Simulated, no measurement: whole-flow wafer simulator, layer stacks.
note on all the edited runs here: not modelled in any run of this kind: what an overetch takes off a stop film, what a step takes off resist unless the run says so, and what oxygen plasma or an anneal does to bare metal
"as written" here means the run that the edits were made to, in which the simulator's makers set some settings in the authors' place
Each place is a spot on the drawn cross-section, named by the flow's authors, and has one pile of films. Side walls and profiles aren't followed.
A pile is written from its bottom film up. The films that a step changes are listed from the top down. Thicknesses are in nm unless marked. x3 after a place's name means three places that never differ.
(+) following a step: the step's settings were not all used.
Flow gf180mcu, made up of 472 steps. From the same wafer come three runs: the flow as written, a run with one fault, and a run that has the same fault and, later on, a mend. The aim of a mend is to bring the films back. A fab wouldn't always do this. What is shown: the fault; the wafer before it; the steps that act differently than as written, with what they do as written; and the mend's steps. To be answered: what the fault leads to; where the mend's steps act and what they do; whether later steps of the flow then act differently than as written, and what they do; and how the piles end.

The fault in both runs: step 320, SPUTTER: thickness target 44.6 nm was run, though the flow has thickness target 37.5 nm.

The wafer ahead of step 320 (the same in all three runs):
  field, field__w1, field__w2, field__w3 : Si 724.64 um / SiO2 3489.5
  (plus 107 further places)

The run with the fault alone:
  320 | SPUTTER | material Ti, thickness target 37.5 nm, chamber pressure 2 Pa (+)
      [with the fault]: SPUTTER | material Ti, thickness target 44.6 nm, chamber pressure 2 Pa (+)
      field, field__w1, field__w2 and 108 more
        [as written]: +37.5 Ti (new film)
        [with the fault]: +44.6 Ti (new film)
  Steps further on in the flow that do not act as written:
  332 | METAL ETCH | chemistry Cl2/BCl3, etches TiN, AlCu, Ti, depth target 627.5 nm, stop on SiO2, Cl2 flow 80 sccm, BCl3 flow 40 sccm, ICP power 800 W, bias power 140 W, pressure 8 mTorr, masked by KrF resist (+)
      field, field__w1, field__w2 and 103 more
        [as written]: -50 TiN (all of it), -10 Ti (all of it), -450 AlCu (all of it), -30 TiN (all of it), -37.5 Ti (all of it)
        [with the fault]: -50 TiN (all of it), -10 Ti (all of it), -450 AlCu (all of it), -30 TiN (all of it), -44.6 Ti (all of it)
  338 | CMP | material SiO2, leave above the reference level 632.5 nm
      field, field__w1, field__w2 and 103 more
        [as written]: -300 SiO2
        [with the fault]: -292.9 SiO2
  At field__w8, contact, m1, m1__w1, m1_nw, the piles at the end differ from the flow's by more than 2% or 0.5 nm, whichever is larger.
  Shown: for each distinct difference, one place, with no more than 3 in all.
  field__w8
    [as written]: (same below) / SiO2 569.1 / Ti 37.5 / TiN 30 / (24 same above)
    [with the fault]: (same below) / SiO2 569.1 / Ti 44.6 / TiN 30 / (24 same above)
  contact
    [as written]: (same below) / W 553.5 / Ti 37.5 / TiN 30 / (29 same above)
    [with the fault]: (same below) / W 553.5 / Ti 44.6 / TiN 30 / (29 same above)

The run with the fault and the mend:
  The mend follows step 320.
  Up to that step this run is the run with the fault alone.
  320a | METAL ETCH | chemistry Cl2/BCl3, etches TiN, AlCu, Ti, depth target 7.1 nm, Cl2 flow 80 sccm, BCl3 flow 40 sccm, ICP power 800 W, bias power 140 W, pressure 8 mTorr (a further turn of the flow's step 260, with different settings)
      field, field__w1, field__w2 and 108 more
        -7.1 Ti
  Every later step of the flow that is run acts as written at every place that is followed.
  At every place that both follow, the piles at the end match the flow's.
